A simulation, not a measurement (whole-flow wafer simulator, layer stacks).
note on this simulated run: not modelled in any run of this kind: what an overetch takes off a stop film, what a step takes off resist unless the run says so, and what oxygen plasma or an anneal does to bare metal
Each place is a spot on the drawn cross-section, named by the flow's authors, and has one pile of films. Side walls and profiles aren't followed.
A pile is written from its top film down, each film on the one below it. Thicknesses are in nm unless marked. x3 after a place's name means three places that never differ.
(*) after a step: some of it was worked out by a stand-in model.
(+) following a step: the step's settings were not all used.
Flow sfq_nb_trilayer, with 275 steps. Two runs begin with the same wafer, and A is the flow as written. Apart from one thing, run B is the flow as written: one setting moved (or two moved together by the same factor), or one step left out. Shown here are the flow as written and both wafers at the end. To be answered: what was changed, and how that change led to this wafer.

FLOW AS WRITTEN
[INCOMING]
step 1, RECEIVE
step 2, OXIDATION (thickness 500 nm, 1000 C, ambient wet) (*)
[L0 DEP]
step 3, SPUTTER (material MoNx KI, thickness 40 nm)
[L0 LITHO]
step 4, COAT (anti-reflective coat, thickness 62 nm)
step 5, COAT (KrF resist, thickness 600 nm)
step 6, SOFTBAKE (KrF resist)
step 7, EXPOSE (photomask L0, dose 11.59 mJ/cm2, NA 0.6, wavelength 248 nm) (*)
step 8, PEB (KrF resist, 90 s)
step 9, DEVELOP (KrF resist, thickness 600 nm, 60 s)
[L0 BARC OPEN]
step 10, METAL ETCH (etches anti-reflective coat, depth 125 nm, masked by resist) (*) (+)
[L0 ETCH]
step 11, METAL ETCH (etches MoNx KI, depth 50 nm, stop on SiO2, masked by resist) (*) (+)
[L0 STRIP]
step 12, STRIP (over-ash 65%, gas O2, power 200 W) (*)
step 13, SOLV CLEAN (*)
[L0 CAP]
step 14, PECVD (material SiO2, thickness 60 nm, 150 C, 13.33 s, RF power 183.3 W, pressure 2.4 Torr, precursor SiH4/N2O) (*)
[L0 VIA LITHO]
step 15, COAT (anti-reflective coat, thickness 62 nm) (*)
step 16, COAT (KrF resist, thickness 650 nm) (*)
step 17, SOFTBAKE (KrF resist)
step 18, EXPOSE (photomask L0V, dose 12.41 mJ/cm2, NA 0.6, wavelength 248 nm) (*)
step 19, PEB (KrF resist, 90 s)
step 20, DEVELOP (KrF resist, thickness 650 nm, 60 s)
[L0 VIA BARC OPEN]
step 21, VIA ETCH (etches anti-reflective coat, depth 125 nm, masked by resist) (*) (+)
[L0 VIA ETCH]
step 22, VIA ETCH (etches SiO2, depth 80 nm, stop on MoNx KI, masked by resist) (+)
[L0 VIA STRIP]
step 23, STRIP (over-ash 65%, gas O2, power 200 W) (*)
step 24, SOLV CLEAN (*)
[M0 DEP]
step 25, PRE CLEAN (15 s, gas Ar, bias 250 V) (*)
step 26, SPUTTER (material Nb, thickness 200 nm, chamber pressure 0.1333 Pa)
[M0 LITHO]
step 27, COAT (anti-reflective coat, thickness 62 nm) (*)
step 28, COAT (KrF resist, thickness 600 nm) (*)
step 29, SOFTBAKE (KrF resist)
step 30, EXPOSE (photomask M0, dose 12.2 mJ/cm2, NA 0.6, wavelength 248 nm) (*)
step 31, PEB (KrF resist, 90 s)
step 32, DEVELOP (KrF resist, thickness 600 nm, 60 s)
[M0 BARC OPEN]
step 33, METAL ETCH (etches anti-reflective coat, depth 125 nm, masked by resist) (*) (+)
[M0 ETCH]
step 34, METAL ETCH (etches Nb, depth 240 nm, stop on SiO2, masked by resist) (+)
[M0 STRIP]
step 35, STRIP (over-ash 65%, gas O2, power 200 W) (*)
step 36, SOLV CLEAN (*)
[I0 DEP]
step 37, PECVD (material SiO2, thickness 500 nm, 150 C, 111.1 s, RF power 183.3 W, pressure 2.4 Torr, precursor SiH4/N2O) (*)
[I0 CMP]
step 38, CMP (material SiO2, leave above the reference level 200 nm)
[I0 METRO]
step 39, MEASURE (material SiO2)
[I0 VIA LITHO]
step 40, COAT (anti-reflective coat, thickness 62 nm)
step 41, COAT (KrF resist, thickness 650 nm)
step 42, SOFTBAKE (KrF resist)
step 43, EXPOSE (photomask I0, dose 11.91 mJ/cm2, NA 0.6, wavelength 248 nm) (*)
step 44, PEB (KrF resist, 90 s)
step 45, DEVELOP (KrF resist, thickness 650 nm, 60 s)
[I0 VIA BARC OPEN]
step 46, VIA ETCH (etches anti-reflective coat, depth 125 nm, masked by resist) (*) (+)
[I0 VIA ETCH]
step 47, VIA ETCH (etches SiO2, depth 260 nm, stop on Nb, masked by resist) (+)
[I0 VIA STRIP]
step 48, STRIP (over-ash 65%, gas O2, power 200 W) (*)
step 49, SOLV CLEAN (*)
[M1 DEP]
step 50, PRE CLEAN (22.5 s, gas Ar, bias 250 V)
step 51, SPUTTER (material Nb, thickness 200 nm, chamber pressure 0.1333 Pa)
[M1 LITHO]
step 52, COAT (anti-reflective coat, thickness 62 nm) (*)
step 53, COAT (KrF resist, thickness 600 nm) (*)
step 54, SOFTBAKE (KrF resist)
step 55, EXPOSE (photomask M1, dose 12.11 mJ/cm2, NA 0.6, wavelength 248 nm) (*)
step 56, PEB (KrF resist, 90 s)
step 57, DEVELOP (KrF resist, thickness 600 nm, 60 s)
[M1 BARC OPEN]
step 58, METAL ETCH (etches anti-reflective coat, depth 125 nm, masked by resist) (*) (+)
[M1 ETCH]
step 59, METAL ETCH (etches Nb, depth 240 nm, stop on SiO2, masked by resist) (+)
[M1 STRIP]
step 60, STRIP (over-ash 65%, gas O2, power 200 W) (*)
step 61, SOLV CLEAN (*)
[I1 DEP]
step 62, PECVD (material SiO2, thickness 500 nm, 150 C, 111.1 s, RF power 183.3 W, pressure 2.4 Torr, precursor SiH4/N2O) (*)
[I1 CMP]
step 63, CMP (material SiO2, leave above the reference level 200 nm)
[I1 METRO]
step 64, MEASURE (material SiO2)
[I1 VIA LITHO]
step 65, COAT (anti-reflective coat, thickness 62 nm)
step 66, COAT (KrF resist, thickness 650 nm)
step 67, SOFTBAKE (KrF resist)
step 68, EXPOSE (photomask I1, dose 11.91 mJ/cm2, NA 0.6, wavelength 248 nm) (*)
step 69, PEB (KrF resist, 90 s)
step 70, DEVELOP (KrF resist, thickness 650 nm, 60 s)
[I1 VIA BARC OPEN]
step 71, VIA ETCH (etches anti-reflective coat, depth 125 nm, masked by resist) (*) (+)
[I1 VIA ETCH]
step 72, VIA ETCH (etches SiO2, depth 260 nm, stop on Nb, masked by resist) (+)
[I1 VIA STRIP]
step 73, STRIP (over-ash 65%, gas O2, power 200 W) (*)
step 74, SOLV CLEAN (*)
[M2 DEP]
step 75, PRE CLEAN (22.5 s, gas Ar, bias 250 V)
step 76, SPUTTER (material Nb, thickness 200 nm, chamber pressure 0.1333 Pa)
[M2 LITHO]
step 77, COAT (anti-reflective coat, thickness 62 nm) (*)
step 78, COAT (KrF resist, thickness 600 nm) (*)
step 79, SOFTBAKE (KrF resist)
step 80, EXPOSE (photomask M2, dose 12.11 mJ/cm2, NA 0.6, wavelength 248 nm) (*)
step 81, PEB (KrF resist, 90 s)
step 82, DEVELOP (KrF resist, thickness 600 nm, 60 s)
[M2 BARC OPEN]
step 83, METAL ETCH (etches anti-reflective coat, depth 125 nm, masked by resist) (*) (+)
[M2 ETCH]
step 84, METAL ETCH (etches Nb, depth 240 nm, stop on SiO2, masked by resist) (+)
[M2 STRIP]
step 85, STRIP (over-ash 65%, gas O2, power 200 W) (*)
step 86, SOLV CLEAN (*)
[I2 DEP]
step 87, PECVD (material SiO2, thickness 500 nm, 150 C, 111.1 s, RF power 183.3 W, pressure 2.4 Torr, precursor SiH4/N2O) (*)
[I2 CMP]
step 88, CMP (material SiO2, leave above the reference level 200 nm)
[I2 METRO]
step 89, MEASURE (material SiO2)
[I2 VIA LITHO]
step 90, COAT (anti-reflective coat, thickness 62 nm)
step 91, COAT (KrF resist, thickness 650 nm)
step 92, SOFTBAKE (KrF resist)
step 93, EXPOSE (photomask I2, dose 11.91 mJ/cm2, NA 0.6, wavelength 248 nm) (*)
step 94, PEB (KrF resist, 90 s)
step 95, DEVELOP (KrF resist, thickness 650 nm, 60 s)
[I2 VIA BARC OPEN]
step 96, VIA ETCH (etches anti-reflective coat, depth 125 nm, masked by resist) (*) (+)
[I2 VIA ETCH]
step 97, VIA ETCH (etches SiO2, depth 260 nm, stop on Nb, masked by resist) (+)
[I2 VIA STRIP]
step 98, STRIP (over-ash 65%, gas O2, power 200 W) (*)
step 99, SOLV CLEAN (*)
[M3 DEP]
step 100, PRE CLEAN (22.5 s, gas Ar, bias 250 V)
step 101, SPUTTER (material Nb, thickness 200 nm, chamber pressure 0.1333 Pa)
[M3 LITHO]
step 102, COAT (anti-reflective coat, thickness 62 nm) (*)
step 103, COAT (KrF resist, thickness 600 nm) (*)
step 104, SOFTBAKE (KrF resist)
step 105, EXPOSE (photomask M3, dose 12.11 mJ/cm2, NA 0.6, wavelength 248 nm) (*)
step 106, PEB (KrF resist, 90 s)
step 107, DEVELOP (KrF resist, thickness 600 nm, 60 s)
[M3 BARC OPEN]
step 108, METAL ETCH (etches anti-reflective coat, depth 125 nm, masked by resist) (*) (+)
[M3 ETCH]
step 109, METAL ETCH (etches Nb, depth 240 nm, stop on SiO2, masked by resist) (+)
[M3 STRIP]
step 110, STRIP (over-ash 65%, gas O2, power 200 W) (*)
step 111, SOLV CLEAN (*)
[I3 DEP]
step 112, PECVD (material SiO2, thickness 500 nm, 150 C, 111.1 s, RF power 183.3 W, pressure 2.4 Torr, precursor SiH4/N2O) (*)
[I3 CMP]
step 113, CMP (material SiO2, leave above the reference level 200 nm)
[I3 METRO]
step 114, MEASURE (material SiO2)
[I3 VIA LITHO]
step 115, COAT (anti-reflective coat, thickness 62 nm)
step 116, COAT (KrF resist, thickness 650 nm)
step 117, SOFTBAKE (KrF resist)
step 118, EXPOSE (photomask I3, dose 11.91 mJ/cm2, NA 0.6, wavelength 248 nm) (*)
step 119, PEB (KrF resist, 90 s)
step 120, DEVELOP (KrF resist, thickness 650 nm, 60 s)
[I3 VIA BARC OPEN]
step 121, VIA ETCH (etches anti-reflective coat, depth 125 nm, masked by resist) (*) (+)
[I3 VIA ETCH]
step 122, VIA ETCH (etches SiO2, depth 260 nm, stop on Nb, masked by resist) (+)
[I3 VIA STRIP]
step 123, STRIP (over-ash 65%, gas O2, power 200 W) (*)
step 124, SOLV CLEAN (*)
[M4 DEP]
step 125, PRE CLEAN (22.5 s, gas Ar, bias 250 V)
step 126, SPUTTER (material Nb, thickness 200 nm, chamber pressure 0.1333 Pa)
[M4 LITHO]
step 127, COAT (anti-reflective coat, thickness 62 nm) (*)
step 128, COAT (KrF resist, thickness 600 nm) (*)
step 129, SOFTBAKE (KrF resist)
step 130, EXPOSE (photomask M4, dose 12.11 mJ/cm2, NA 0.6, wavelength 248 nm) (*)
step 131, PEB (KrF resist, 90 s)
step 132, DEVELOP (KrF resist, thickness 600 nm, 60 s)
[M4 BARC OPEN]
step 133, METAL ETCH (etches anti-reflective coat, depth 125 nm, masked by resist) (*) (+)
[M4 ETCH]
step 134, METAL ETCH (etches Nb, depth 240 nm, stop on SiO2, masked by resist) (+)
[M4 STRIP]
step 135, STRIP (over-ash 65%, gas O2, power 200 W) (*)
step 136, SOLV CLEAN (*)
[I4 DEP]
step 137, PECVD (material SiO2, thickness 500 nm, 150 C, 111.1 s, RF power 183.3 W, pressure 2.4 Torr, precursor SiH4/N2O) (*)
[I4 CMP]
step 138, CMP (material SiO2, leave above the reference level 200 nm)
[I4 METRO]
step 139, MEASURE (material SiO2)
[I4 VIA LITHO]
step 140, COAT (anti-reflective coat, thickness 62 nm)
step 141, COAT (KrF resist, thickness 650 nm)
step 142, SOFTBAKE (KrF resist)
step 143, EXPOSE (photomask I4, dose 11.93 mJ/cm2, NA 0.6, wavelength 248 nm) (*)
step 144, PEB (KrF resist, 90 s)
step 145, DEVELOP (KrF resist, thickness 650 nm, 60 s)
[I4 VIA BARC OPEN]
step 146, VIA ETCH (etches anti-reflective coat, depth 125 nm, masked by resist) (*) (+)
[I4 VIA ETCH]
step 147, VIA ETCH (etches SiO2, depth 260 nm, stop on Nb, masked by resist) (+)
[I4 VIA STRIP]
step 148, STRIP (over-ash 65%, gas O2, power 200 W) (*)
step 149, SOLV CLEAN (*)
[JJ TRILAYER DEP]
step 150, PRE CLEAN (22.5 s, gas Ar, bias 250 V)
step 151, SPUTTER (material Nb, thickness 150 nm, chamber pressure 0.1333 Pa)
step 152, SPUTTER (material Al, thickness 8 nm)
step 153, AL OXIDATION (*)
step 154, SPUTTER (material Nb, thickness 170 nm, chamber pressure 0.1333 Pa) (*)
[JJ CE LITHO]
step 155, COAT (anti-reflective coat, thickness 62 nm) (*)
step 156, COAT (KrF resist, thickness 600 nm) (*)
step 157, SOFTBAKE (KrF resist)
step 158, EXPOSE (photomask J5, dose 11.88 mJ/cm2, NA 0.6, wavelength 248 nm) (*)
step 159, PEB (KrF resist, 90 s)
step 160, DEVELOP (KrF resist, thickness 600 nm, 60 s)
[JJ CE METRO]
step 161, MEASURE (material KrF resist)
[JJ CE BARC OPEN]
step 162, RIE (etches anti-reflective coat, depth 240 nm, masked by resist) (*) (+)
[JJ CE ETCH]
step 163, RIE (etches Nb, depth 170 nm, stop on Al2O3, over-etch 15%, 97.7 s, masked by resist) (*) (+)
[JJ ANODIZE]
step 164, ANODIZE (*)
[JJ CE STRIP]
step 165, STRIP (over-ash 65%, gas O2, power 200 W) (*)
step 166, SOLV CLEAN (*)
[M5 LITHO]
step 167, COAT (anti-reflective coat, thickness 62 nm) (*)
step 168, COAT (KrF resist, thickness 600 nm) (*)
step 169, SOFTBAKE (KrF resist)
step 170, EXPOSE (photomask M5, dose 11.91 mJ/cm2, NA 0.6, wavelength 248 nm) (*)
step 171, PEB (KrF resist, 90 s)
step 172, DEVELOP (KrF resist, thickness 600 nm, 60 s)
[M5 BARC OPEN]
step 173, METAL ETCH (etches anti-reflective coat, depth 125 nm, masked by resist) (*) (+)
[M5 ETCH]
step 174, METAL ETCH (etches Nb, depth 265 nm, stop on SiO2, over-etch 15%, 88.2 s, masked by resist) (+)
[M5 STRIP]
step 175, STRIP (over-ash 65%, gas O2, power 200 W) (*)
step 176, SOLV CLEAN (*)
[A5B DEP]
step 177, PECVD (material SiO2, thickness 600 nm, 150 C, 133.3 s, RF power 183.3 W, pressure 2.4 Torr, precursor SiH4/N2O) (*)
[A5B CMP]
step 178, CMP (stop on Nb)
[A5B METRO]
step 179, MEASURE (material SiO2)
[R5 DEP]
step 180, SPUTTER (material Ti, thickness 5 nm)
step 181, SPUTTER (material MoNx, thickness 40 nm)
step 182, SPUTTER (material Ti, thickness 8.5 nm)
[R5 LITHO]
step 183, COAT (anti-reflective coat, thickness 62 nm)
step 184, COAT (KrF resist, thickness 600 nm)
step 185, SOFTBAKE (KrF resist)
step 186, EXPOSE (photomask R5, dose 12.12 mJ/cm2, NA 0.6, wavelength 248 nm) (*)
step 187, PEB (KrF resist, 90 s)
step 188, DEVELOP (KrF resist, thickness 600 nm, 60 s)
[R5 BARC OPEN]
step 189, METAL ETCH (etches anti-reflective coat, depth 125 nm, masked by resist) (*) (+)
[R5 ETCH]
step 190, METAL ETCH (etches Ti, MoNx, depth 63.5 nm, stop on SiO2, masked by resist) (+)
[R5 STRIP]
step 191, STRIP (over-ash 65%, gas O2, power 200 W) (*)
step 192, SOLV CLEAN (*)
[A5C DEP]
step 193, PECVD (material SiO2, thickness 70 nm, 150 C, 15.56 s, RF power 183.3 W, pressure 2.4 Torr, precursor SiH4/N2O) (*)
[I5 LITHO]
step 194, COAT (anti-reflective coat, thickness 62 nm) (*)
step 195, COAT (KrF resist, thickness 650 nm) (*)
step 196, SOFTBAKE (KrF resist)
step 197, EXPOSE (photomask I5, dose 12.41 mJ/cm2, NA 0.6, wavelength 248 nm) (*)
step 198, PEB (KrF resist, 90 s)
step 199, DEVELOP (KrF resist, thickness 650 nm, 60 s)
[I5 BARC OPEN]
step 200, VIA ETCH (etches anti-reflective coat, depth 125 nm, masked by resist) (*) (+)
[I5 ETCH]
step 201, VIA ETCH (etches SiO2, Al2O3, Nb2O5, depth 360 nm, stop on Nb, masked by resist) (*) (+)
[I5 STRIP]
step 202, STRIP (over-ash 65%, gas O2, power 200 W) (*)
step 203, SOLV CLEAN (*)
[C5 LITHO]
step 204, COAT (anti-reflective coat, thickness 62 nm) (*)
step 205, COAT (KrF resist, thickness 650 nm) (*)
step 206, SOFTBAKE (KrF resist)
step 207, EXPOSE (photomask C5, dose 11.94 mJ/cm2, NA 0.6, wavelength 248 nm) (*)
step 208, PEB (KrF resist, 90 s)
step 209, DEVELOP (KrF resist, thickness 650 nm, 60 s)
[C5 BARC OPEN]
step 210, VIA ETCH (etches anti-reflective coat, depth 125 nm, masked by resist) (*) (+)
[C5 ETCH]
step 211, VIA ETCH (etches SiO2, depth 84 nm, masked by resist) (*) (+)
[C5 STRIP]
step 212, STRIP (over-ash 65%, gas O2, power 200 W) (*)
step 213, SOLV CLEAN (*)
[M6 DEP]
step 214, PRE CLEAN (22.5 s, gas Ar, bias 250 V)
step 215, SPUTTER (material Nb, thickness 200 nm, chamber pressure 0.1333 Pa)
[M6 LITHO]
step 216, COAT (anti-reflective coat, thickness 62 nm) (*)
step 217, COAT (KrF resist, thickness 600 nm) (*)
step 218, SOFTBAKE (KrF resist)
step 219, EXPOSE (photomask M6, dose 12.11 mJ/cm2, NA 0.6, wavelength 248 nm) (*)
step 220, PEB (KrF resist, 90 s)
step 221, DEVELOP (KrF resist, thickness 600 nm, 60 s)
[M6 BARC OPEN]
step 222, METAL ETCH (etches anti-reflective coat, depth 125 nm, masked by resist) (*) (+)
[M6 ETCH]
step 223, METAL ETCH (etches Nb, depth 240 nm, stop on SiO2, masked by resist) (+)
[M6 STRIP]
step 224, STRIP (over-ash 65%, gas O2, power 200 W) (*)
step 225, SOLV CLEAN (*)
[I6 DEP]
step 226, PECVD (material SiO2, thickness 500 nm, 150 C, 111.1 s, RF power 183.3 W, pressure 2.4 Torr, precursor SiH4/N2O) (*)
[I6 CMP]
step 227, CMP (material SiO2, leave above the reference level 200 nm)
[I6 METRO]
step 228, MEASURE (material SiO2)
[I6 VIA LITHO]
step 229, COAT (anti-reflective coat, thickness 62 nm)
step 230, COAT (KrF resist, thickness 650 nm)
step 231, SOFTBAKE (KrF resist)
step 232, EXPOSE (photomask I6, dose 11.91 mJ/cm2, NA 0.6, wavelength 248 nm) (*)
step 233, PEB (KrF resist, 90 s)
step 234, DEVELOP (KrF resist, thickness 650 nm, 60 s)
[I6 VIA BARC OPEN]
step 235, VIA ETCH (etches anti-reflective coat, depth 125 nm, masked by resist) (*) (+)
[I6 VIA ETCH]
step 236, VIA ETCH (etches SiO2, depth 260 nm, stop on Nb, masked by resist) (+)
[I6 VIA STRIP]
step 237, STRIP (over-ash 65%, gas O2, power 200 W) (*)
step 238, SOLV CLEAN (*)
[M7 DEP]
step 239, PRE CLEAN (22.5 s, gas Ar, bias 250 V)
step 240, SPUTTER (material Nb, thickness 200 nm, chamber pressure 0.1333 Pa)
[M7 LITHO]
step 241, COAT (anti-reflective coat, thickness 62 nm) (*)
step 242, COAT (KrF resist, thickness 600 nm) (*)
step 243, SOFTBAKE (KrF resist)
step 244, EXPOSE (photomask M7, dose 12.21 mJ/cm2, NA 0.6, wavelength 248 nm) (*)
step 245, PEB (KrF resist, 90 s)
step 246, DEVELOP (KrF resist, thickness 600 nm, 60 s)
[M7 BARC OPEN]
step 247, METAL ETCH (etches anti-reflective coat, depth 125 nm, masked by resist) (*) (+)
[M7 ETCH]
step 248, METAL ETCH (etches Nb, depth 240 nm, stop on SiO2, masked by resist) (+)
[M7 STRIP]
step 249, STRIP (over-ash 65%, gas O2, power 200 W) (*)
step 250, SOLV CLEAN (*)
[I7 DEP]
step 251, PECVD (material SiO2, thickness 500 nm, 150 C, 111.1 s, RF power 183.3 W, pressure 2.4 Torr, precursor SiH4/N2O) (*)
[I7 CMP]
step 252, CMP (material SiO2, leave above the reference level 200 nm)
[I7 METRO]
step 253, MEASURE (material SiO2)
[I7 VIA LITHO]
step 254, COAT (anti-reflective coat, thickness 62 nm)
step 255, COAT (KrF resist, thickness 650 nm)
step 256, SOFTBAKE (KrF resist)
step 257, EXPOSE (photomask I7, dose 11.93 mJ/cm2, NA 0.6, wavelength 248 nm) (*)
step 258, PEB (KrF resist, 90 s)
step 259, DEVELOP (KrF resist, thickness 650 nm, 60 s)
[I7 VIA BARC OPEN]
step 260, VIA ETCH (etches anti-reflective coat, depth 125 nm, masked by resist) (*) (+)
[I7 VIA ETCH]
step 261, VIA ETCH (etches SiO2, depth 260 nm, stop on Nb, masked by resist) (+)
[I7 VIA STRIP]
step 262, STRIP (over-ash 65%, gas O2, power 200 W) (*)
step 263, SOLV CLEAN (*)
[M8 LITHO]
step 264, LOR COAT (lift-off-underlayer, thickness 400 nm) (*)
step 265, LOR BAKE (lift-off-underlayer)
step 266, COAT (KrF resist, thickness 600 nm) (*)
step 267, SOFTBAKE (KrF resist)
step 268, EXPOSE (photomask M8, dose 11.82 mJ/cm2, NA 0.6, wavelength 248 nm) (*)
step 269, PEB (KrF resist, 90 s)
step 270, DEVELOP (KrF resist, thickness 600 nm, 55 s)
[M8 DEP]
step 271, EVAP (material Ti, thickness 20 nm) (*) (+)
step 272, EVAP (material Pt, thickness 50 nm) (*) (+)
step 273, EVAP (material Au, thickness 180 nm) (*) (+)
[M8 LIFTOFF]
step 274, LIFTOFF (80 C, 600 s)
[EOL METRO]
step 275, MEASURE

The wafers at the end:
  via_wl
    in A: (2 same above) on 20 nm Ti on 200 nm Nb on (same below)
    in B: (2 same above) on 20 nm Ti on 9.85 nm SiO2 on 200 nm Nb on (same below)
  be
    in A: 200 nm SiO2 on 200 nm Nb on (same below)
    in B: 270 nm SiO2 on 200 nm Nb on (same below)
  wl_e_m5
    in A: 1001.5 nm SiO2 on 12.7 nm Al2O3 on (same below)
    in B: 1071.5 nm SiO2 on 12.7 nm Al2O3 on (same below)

What caused this: step 252, CMP: leave above the reference level 270 nm was run, whereas the flow has leave above the reference level 200 nm.
The wafer lets one read it off: be has SiO2 270, and step 252 as written asks for 200 nm.

Step by step, how the change led to this:
  step 252, CMP (material SiO2, leave above the reference level 200 nm)
      field_l, p4_fl, p4_fm and 56 more: A -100 SiO2 | B -30 SiO2
      v_sur, via_wl, via_w and 37 more: A -300 SiO2 | B -230 SiO2
      (and at 7 other places as well)
  step 261, VIA ETCH (etches SiO2, depth 260 nm, stop on Nb, masked by resist) (+)
      via_wl, via_w, via_wr: A -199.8 SiO2 (all of it) | B -260 SiO2
  step 264, LOR COAT (lift-off-underlayer, thickness 400 nm) (*)
      via_wl, via_wr: A +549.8 lift-off-underlayer (new film) | B +594.8 lift-off-underlayer (new film)
      v_sur: A +369.4 lift-off-underlayer (new film) | B +360.2 lift-off-underlayer (new film)
      (and at 1 other place as well)
  step 270, DEVELOP (KrF resist, thickness 600 nm, 55 s)
      v_sur: A -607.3 KrF resist (all of it), -369.4 lift-off-underlayer (all of it) | B -609.9 KrF resist (all of it), -360.2 lift-off-underlayer (all of it)
      via_wl: A -623.9 KrF resist (all of it), -549.8 lift-off-underlayer (all of it) | B -631.4 KrF resist (all of it), -594.8 lift-off-underlayer (all of it)
      (and at 2 other places as well)
If metal films that touch count as one body, via_wl has 8 bodies (between them, from the top down: SiO2 9.85; SiO2 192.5; SiO2 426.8 / Al2O3 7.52 / Nb2O5 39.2; SiO2 192.5; SiO2 192.5; SiO2 192.5; SiO2 192.5); the flow as written gives 7 bodies (between them, from the top down: SiO2 192.5; SiO2 426.8 / Al2O3 7.52 / Nb2O5 39.2; SiO2 192.5; SiO2 192.5; SiO2 192.5; SiO2 192.5).
